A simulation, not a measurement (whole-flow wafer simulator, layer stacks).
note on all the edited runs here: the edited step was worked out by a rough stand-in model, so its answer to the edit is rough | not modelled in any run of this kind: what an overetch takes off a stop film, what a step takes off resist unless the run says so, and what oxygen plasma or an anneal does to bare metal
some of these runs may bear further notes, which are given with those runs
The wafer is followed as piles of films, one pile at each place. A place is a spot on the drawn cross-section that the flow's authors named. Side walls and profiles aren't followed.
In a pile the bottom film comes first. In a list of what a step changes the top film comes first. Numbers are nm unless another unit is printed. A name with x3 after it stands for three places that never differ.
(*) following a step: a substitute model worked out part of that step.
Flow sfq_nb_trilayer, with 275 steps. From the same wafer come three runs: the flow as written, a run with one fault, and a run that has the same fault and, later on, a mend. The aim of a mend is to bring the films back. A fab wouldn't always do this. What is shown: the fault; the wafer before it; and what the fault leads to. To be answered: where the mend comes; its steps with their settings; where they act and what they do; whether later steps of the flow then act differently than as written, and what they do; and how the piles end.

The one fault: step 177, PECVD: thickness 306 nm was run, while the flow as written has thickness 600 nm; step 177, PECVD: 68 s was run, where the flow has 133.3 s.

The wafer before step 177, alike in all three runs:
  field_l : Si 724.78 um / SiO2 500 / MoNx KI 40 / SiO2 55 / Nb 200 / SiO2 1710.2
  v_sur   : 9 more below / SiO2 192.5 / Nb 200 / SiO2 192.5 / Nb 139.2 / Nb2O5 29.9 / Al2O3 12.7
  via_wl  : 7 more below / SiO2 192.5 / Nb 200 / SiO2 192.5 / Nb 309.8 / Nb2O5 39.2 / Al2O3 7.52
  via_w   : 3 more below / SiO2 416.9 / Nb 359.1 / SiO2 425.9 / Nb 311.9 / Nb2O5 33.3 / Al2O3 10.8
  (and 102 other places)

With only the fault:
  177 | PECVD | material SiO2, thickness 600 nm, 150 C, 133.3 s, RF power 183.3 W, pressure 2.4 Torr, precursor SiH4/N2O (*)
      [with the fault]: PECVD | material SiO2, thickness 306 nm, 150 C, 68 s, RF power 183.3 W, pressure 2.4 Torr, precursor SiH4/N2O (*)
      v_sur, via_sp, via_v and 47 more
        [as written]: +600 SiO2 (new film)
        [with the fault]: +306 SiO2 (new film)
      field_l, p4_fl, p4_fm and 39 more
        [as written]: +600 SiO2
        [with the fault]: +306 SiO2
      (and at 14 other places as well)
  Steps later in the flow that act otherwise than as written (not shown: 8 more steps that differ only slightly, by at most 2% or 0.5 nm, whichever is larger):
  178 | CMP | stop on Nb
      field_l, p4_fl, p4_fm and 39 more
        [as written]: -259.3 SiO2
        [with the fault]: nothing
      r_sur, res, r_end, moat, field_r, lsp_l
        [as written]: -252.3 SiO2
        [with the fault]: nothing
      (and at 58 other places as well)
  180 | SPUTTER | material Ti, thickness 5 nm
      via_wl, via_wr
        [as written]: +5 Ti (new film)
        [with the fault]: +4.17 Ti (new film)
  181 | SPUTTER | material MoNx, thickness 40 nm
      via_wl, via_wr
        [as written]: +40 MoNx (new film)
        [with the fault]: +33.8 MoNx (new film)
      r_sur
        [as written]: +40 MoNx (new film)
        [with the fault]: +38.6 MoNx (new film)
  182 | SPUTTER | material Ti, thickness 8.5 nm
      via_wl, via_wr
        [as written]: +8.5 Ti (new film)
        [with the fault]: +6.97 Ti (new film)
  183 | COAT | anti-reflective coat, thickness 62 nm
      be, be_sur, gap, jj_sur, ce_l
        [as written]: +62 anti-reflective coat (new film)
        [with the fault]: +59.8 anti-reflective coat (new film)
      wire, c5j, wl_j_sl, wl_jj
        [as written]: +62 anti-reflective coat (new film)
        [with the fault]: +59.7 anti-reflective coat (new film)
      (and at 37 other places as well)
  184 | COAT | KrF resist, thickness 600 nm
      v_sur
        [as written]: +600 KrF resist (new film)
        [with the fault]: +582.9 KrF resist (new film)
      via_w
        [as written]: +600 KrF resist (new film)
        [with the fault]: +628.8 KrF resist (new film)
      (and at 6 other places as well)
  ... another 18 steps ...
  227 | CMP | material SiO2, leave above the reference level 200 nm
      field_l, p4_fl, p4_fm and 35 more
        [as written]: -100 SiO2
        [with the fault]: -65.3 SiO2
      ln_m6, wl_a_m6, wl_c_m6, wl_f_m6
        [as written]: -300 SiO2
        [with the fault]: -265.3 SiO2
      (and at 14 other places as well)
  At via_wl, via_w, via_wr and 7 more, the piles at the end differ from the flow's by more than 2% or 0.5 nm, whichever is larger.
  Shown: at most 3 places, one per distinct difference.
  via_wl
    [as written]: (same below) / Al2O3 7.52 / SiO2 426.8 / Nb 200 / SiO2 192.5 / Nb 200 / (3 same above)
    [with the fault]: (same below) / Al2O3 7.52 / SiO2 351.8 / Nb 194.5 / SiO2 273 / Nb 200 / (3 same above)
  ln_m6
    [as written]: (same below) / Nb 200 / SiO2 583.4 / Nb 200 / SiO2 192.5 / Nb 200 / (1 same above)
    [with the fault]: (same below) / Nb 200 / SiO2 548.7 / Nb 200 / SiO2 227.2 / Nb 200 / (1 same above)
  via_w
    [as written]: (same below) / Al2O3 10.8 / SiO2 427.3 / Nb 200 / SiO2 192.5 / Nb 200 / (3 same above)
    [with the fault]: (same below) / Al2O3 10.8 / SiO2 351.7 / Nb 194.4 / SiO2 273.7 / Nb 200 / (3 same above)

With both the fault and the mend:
  The mend stands after step 177.
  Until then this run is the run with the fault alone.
  177a | PECVD | material SiO2, thickness 294 nm, 150 C, 65.33 s, RF power 183.3 W, pressure 2.4 Torr, precursor SiH4/N2O (*) (the flow's step 177, run once more with other settings)
      field_l, v_sur, via_sp and 94 more
        +294 SiO2
      r_sur, res, r_end, moat, field_r, lsp_l
        +290.7 SiO2
      via_wl, via_w, via_wr
        +280.3 SiO2
  Steps later in the flow that act otherwise than as written:
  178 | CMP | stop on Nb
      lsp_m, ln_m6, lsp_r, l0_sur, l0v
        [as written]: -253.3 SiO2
        [with the mend]: -259.3 SiO2
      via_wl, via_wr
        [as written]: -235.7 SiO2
        [with the mend]: -206.2 SiO2
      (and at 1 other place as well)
  The piles end the same as the flow's at every place that both follow.
